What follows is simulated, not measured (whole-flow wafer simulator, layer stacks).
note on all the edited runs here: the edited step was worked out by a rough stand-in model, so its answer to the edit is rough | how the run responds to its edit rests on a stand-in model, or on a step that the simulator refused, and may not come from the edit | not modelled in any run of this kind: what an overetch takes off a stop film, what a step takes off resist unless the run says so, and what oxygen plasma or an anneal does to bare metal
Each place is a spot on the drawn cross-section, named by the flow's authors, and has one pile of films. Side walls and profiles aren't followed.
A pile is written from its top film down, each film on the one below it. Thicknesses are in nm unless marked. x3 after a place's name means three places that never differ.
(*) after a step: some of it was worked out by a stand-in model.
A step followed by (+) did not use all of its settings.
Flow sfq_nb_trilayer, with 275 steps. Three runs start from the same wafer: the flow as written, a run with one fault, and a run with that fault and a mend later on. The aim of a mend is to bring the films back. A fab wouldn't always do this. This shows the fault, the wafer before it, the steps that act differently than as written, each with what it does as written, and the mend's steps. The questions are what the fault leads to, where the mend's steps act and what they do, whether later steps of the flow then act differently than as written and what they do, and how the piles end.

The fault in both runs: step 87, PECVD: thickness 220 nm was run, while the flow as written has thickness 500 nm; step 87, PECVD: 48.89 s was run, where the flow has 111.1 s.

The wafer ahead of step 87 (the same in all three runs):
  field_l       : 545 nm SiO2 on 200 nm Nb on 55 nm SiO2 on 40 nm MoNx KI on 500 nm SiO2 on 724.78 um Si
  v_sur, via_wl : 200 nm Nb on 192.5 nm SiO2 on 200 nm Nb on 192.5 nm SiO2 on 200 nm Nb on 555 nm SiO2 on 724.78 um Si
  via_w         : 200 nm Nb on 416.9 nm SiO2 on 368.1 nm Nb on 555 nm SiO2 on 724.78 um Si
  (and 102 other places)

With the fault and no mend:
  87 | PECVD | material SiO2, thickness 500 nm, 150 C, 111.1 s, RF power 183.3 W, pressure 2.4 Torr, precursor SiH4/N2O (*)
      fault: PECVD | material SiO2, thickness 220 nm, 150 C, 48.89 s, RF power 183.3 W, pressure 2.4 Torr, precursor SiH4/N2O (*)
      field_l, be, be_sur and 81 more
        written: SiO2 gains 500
        fault: SiO2 gains 220
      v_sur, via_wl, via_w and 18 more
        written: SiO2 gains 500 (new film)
        fault: SiO2 gains 220 (new film)
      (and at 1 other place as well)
  Steps later in the flow that act otherwise than as written (not shown: 11 more steps that differ only slightly, by at most 2% or 0.5 nm, whichever is larger):
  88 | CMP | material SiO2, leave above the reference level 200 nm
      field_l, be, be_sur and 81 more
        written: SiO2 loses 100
        fault: nothing
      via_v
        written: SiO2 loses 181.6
        fault: nothing
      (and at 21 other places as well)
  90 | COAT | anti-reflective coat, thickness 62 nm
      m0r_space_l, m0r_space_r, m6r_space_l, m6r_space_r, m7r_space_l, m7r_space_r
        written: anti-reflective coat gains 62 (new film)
        fault: anti-reflective coat gains 81.3 (new film)
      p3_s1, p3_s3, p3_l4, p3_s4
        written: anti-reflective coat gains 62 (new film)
        fault: anti-reflective coat gains 64 (new film)
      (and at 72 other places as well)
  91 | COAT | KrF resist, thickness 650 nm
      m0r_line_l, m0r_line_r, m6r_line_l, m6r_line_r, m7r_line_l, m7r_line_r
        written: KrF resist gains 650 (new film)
        fault: KrF resist gains 684.6 (new film)
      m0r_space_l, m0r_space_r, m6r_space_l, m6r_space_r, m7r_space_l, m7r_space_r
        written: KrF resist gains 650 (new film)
        fault: KrF resist gains 673.9 (new film)
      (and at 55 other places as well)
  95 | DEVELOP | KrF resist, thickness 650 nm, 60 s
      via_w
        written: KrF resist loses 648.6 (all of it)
        fault: KrF resist loses 585.2 (all of it)
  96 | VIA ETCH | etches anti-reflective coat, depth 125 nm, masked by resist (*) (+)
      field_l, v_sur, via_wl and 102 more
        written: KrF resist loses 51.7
        fault: KrF resist loses 39.6
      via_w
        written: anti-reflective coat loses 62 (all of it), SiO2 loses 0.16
        fault: anti-reflective coat loses 47.6 (all of it), SiO2 loses 0.12
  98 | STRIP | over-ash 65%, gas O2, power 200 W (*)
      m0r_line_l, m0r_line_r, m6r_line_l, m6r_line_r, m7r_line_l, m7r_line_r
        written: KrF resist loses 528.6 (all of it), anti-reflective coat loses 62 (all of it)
        fault: KrF resist loses 575.1 (all of it), anti-reflective coat loses 61.8 (all of it)
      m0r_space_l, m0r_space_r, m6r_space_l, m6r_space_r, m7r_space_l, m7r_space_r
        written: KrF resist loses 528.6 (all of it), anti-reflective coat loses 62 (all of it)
        fault: KrF resist loses 564.5 (all of it), anti-reflective coat loses 81.3 (all of it)
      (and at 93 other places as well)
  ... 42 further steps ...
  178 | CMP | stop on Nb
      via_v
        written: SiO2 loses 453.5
        fault: SiO2 loses 340.8
  By the end, the piles at via_v, ln_m5, lsp_m and 17 more depart from the flow's by more than 2% or 0.5 nm, whichever is larger.
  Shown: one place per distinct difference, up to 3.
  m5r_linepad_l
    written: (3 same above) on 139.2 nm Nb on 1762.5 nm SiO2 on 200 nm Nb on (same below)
    fault: (3 same above) on 139.2 nm Nb on 963.6 nm SiO2 on 1.36 nm Nb on 797.5 nm SiO2 on 200 nm Nb on (same below)
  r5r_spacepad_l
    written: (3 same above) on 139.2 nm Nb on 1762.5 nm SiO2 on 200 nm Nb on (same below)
    fault: (3 same above) on 139.2 nm Nb on 963.5 nm SiO2 on 1.52 nm Nb on 797.5 nm SiO2 on 200 nm Nb on (same below)
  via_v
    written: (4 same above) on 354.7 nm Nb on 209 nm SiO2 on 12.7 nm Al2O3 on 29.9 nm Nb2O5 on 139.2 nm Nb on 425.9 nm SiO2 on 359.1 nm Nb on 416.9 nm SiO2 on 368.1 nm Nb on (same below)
    fault: (4 same above) on 354.7 nm Nb on 473.7 nm SiO2 on 9 nm Al2O3 on 36.5 nm Nb2O5 on 102.2 nm Nb on 341 nm SiO2 on 81.1 nm Nb on 207 nm SiO2 on 158.3 nm Nb on 184 nm SiO2 on 368.1 nm Nb on (same below)

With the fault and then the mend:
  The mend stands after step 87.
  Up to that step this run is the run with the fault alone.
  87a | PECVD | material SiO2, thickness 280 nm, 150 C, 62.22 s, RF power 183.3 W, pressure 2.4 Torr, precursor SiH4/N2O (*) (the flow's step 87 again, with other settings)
      field_l, v_sur, via_wl and 102 more
        SiO2 gains 280
      via_v
        SiO2 gains 390
  Steps later in the flow that act otherwise than as written:
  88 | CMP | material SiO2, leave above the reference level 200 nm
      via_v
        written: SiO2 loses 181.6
        mend: SiO2 loses 157.1
  The piles end the same as the flow's at every place that both follow.
